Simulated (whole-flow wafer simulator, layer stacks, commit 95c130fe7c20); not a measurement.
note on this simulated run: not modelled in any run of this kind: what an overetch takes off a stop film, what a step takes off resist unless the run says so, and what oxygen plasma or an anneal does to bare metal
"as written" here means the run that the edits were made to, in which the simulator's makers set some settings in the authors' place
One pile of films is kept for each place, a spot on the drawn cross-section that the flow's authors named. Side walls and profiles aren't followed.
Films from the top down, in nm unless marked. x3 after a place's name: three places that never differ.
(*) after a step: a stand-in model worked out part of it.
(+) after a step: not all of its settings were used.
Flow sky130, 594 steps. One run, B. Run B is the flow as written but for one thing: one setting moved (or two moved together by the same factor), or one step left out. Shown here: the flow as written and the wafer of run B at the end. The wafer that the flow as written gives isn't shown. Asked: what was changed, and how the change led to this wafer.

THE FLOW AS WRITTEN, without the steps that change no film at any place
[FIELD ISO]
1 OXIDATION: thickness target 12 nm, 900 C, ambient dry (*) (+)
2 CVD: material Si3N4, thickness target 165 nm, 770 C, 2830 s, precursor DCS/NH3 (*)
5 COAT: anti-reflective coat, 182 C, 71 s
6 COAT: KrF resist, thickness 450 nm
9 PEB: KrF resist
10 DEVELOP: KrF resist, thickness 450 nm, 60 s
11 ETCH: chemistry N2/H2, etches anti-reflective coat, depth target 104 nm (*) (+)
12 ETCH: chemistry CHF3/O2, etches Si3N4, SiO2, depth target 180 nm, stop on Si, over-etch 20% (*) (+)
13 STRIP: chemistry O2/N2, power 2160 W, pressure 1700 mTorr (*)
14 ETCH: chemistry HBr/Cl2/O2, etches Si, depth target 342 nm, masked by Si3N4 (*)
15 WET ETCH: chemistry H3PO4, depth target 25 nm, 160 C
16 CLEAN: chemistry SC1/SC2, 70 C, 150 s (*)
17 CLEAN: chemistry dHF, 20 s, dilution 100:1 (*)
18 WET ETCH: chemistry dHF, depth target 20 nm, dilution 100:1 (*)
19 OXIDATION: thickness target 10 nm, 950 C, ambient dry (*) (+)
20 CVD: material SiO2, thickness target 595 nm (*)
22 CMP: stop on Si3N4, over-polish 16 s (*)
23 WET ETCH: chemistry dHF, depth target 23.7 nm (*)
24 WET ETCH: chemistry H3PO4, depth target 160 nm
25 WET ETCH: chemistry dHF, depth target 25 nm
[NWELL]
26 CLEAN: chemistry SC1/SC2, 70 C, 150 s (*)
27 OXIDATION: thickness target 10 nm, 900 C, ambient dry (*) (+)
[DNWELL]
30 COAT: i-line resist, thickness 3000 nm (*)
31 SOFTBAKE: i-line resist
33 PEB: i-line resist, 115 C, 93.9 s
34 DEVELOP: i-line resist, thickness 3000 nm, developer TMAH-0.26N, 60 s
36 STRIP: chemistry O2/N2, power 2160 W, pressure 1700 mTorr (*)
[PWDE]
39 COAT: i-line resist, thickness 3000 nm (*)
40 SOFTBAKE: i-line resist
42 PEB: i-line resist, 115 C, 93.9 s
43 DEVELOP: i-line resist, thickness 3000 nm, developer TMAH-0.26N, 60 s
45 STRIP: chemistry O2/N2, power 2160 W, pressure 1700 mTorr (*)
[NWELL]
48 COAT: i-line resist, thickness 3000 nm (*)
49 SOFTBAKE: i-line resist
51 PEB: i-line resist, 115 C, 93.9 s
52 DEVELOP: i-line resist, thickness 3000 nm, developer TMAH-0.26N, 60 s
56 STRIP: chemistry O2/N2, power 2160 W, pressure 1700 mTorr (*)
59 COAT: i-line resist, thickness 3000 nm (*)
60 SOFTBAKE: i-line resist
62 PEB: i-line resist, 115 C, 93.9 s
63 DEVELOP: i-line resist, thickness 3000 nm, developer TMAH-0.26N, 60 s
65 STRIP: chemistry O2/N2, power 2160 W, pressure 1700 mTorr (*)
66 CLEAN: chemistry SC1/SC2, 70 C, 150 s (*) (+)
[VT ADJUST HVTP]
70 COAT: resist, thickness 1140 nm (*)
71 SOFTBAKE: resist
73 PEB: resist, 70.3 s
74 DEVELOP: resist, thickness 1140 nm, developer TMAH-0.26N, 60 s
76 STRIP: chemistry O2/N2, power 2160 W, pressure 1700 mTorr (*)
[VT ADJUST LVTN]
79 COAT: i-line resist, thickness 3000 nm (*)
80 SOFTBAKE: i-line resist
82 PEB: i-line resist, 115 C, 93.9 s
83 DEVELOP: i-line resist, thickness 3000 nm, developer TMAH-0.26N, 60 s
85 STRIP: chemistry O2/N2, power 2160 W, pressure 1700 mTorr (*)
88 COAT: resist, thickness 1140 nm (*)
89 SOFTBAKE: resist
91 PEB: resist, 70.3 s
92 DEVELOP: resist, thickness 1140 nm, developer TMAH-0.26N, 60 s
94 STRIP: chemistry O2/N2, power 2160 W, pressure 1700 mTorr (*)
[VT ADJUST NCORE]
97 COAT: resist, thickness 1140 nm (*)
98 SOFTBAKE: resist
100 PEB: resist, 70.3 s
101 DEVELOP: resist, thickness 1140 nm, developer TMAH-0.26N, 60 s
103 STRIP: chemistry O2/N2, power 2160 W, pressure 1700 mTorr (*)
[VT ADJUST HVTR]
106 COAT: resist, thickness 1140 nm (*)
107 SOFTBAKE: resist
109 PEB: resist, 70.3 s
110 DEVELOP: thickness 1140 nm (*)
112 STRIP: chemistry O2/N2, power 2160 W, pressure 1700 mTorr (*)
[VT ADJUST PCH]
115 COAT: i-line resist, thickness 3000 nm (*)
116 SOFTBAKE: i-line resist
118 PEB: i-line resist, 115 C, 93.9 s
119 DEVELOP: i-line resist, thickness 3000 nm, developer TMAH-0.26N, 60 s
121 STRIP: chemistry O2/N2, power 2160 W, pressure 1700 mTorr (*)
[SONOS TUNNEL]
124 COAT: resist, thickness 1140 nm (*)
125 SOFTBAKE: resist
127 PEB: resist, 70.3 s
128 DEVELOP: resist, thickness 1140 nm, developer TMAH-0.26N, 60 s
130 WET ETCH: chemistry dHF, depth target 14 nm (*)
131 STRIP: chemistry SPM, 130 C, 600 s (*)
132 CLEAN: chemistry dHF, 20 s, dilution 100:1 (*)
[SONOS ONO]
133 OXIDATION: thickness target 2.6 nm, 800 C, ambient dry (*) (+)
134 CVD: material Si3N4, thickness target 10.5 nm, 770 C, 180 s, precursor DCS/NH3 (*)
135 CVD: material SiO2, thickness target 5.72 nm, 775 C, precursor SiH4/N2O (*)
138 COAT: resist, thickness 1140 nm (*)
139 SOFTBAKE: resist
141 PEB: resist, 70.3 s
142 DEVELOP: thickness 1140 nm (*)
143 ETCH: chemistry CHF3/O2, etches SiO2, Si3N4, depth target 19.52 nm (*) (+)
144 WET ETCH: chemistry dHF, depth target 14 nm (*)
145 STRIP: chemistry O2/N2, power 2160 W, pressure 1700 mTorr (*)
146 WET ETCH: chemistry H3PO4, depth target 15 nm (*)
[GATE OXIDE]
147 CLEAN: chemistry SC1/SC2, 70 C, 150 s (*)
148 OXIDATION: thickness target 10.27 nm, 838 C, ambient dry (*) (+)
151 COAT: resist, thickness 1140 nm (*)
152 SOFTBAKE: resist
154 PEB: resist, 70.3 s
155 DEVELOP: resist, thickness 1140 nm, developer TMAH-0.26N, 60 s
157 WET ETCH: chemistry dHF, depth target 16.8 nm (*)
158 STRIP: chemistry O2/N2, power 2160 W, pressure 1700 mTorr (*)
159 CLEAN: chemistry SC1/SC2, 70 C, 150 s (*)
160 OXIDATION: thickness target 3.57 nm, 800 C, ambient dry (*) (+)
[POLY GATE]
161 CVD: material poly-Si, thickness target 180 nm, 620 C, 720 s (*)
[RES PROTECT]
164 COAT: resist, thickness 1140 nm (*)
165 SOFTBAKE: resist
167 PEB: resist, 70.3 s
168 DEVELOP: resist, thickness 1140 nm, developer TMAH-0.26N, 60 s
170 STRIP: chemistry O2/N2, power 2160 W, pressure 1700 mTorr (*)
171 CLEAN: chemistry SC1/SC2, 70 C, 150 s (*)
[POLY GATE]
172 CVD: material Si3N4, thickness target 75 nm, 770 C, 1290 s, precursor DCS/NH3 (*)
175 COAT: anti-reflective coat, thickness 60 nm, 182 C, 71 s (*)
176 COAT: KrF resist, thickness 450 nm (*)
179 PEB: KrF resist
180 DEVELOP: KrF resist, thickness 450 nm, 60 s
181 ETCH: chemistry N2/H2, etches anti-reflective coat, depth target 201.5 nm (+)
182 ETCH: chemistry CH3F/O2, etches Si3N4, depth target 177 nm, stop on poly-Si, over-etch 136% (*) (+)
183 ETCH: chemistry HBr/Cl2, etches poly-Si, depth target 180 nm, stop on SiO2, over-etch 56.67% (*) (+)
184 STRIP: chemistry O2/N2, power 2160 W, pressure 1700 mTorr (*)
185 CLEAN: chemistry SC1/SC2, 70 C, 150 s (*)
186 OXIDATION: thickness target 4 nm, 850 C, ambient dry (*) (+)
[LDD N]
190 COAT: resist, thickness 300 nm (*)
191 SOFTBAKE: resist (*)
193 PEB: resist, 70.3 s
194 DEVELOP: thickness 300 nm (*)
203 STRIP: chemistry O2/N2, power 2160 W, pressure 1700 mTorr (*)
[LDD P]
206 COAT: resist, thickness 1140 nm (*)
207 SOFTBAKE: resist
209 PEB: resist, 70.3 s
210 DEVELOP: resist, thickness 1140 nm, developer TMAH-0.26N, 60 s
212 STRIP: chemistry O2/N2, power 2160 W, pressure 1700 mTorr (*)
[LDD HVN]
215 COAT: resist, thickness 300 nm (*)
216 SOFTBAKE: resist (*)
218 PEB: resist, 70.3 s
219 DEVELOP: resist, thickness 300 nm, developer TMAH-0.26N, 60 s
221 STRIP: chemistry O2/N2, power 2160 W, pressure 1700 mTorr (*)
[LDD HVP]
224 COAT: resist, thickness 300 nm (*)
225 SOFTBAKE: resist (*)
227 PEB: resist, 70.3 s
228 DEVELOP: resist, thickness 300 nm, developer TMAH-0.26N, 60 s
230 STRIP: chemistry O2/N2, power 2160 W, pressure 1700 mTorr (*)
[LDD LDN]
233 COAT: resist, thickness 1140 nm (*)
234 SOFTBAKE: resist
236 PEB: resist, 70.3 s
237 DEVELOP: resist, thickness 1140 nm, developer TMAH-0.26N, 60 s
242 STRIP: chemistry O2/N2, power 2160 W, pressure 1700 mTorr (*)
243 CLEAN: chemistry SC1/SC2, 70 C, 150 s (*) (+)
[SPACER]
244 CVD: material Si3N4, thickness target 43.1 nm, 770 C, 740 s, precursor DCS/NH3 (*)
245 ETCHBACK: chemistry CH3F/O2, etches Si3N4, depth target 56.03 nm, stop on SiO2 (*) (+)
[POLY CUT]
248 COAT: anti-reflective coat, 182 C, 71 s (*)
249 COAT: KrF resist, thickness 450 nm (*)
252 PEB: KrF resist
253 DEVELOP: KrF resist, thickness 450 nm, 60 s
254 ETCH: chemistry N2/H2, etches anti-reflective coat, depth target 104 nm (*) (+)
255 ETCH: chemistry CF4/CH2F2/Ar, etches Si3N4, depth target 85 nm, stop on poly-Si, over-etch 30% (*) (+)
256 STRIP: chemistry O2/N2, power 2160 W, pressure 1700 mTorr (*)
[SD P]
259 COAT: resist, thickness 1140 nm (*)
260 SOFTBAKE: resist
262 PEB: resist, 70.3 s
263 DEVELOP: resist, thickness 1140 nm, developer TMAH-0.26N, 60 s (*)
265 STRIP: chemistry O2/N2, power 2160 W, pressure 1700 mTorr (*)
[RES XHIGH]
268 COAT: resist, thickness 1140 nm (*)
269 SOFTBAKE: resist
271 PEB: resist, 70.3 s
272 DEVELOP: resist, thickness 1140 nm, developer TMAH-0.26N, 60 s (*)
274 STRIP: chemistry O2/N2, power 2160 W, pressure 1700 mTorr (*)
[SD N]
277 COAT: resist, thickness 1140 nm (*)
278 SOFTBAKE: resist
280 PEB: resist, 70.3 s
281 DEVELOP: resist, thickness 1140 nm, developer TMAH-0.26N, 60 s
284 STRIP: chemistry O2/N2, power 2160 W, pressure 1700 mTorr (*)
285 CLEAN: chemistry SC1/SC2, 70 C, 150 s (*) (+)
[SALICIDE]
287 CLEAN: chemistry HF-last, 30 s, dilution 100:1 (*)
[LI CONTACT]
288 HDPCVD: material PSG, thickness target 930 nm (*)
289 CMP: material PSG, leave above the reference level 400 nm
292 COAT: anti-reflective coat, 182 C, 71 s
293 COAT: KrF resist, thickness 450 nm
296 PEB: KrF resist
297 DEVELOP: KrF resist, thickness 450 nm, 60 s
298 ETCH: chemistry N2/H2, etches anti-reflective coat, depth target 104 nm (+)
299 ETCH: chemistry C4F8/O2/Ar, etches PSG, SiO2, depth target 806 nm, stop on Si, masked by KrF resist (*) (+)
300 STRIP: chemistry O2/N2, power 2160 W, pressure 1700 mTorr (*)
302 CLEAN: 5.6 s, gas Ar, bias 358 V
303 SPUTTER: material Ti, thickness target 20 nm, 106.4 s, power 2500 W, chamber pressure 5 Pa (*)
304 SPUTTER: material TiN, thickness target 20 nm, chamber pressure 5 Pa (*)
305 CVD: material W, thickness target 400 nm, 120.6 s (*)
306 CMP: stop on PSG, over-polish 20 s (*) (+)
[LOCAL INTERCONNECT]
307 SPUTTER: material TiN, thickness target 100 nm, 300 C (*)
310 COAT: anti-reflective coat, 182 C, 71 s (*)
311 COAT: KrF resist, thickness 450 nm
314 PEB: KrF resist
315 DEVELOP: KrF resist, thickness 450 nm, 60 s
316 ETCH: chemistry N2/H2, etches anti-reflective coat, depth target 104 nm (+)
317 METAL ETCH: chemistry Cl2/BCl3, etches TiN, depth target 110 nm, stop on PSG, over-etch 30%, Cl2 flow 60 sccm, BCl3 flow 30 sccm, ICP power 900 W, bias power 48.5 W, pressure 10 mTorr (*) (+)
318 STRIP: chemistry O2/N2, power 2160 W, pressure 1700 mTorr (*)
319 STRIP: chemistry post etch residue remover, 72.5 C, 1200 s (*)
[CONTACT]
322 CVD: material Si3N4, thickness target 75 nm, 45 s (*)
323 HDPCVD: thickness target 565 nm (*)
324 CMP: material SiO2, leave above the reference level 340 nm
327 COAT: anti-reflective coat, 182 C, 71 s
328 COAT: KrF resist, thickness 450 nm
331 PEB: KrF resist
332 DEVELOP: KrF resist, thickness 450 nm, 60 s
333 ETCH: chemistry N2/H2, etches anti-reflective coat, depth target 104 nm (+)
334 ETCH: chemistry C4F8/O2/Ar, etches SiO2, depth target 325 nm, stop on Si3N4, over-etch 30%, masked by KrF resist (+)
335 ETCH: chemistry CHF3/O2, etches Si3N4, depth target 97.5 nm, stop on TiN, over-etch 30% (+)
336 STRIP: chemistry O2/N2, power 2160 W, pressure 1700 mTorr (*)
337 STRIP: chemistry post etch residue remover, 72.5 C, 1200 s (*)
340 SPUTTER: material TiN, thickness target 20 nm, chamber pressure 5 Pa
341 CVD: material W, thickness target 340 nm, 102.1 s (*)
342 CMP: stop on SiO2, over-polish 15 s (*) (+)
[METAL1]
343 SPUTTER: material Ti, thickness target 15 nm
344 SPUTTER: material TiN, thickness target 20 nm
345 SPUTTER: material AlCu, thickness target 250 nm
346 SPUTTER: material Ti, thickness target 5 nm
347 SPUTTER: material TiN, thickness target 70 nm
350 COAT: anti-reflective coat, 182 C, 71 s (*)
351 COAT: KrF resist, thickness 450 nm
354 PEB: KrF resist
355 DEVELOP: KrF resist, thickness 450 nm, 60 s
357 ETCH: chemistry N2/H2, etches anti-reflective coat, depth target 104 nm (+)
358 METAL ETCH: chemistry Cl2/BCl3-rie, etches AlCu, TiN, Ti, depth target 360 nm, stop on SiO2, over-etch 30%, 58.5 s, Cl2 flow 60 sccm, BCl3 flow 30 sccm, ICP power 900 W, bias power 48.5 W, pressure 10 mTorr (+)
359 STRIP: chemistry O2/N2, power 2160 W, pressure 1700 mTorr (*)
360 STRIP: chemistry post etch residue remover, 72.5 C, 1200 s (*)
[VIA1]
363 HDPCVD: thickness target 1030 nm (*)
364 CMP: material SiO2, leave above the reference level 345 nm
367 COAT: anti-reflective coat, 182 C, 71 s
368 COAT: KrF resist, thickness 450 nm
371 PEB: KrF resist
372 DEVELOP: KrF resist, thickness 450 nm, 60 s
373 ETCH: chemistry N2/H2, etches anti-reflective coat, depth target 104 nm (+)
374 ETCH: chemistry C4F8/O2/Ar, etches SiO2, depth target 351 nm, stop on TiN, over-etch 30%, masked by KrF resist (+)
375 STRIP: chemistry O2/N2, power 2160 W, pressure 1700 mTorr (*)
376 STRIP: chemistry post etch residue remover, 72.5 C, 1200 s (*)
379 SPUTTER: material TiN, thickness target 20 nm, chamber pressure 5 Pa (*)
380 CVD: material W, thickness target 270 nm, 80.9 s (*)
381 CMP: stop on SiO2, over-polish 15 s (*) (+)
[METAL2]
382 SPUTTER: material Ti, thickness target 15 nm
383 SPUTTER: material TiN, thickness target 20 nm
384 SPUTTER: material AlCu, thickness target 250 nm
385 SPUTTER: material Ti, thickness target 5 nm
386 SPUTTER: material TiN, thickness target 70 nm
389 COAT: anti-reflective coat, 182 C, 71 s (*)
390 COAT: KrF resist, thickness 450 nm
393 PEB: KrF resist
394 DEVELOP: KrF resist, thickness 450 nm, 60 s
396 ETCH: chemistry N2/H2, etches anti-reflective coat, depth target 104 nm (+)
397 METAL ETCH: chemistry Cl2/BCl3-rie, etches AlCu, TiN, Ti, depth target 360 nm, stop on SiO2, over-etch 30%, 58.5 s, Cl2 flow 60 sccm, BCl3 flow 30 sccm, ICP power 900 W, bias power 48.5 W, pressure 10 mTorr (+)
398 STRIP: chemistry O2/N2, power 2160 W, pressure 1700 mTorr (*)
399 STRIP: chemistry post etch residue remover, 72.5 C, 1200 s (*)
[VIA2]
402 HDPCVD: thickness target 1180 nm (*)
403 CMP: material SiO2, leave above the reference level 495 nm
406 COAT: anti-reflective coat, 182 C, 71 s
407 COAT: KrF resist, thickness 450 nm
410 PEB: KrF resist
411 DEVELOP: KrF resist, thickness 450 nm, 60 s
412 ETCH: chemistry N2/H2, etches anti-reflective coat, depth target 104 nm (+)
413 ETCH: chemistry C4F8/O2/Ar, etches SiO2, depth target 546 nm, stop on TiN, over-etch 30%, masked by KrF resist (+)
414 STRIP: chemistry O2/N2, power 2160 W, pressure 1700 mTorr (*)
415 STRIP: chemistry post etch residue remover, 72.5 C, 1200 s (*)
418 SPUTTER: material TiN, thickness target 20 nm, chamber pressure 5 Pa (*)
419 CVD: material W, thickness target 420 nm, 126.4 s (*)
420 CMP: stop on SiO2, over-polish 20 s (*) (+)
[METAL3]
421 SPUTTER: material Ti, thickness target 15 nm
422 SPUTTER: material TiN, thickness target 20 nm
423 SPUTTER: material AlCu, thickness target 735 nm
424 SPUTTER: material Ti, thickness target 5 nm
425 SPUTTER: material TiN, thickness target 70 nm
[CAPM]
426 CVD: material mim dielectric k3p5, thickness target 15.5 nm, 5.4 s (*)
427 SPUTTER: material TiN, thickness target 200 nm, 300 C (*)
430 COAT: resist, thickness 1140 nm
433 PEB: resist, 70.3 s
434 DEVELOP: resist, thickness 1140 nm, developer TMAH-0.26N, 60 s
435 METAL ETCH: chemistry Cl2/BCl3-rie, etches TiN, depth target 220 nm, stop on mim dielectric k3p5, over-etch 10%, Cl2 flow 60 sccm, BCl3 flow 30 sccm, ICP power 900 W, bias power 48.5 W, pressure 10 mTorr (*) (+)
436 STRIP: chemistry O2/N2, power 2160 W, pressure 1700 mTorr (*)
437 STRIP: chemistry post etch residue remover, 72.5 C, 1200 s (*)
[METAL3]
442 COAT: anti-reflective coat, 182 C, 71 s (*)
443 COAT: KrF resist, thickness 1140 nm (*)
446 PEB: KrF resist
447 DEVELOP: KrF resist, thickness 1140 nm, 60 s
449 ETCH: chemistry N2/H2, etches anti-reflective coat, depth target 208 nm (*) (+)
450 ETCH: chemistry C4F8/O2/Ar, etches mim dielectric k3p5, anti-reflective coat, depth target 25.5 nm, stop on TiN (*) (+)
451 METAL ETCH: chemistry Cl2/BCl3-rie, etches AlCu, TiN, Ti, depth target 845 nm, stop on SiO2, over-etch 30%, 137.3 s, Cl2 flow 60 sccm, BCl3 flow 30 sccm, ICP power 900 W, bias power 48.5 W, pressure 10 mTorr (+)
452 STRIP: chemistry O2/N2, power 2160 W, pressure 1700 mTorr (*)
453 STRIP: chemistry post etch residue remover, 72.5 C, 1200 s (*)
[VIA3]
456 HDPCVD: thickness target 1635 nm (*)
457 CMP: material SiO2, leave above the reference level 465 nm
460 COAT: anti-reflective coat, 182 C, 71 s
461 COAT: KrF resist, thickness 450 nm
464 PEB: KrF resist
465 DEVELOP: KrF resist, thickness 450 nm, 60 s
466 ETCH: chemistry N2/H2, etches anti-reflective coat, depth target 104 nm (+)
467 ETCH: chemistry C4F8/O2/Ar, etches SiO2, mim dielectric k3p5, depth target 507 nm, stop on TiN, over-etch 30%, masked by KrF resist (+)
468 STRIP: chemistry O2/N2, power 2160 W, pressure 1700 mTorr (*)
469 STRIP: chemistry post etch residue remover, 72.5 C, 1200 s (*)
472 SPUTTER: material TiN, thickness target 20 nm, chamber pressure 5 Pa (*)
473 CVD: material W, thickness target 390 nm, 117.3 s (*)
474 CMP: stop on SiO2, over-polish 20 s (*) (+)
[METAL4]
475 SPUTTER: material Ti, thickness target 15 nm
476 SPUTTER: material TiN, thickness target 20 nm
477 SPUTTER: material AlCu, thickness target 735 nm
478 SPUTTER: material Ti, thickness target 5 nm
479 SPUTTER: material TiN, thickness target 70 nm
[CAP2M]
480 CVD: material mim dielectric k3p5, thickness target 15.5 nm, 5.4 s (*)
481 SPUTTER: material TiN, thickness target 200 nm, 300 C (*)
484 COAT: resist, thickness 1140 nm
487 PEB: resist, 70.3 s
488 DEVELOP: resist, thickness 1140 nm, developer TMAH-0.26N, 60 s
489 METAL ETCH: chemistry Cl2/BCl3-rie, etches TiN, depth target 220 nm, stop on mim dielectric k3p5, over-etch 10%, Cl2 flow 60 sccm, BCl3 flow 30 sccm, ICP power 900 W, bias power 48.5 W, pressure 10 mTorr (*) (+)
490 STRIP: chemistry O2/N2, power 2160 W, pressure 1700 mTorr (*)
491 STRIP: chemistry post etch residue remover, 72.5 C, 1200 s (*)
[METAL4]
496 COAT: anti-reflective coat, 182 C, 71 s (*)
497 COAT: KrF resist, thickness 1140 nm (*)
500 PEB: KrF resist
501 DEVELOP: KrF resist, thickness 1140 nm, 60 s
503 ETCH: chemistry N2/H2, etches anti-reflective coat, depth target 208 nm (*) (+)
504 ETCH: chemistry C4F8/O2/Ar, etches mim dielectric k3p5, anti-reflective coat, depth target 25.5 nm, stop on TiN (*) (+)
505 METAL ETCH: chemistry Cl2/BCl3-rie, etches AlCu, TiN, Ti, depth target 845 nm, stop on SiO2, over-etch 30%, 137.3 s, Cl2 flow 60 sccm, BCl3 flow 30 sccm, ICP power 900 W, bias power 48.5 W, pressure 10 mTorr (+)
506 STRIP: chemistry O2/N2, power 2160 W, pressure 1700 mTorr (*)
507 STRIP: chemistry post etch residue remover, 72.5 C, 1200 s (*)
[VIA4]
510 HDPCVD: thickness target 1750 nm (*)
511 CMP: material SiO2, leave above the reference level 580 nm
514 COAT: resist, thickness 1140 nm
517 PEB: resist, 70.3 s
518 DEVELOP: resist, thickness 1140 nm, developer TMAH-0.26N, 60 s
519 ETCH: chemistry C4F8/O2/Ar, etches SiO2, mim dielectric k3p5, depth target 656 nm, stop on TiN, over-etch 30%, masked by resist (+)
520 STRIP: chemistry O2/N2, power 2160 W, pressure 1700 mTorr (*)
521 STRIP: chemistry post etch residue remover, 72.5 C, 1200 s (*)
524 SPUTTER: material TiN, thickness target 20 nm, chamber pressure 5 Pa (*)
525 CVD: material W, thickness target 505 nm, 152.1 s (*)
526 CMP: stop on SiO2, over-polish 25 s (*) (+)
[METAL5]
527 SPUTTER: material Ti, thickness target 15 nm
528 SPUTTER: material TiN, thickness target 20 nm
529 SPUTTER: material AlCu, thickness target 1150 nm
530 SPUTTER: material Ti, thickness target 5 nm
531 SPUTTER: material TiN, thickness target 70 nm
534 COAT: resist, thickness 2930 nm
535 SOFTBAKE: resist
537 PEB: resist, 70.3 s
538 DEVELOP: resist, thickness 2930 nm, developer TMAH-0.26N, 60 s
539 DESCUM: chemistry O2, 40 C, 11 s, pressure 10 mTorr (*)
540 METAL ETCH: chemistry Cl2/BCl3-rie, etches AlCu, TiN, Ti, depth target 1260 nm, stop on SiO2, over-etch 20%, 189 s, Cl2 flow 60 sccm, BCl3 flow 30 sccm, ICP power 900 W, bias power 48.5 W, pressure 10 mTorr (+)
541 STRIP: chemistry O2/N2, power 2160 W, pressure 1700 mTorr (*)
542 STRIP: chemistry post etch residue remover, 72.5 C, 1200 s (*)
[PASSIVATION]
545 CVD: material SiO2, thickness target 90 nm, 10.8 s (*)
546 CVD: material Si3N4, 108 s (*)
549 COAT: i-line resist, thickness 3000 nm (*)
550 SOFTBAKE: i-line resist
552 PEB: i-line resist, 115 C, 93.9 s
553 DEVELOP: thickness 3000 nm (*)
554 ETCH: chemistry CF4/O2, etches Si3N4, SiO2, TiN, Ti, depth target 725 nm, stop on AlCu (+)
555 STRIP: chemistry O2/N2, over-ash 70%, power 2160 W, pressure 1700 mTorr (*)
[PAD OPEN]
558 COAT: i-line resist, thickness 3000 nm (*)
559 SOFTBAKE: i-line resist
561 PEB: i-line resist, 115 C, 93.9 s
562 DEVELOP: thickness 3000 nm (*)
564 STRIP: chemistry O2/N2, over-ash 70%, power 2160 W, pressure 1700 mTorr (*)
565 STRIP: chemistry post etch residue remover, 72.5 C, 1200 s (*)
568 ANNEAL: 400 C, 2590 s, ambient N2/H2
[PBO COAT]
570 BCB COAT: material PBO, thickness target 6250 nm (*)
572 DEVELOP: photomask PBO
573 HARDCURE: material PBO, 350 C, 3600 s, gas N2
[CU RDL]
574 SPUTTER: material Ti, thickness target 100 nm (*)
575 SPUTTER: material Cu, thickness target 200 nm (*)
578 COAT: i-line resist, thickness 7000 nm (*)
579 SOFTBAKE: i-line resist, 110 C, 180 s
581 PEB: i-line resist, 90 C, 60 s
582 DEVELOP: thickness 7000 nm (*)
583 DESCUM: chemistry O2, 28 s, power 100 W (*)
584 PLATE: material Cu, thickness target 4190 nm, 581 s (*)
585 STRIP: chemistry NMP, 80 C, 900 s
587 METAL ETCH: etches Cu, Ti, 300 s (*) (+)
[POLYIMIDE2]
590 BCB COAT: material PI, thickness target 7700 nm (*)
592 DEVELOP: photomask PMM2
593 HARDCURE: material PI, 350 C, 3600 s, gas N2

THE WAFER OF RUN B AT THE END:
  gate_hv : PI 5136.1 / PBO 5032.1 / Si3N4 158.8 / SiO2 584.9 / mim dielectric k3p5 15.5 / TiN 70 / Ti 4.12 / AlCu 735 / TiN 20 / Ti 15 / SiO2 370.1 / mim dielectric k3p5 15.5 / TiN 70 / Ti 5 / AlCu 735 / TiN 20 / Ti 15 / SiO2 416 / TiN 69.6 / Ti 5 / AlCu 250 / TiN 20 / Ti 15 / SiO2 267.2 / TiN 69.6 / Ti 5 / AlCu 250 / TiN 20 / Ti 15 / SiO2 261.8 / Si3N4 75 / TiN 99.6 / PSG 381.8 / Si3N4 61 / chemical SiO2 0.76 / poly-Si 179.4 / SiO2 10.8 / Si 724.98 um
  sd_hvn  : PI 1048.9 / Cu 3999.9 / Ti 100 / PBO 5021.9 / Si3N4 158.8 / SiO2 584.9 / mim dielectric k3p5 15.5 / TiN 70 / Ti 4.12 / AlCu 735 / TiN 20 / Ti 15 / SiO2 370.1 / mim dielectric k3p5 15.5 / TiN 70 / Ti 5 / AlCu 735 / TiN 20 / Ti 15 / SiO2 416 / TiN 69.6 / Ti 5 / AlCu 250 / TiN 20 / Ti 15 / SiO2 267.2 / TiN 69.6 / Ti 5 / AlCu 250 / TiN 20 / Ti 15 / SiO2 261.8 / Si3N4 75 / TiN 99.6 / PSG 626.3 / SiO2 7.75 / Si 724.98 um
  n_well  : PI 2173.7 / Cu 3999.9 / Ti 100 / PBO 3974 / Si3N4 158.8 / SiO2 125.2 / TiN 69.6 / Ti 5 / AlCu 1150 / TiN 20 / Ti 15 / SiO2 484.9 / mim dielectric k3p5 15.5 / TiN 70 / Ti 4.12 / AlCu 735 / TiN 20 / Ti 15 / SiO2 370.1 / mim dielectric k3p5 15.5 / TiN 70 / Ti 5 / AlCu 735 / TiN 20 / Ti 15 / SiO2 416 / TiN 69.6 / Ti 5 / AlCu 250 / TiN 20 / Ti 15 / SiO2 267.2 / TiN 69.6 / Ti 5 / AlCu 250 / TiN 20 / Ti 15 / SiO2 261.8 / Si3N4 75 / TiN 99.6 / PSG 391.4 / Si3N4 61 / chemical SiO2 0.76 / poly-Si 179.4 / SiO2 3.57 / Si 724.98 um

The cause: step 478, SPUTTER: thickness target 4.12 nm was run, where the flow has thickness target 5 nm.
It can be read off the wafer: gate_hv has Ti 4.12, and step 478 as written asks for 5 nm.

How the change led to this, step by step:
  478 SPUTTER: material Ti, thickness target 5 nm
      field, active, n_well and 189 more: Ti +4.12 (new film) (as written it would be: Ti +5 (new film))
  505 METAL ETCH: chemistry Cl2/BCl3-rie, etches AlCu, TiN, Ti, depth target 845 nm, stop on SiO2, over-etch 30%, 137.3 s, Cl2 flow 60 sccm, BCl3 flow 30 sccm, ICP power 900 W, bias power 48.5 W, pressure 10 mTorr (+)
      field, gate, spacer and 68 more: TiN -70 (all of it), Ti -4.12 (all of it), AlCu -735 (all of it), TiN -20 (all of it), Ti -15 (all of it), SiO2 -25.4 (as written it would be: TiN -70 (all of it), Ti -5 (all of it), AlCu -735 (all of it), TiN -20 (all of it), Ti -15 (all of it), SiO2 -25.4)
      active, vpp_iso1, mim_edge_plate and 14 more: TiN -70 (all of it), Ti -4.12 (all of it), AlCu -735 (all of it), TiN -20 (all of it), Ti -15 (all of it), SiO2 -25.4 (as written it would be: TiN -70 (all of it), Ti -5 (all of it), AlCu -735 (all of it), TiN -20 (all of it), Ti -15 (all of it), SiO2 -25.3)
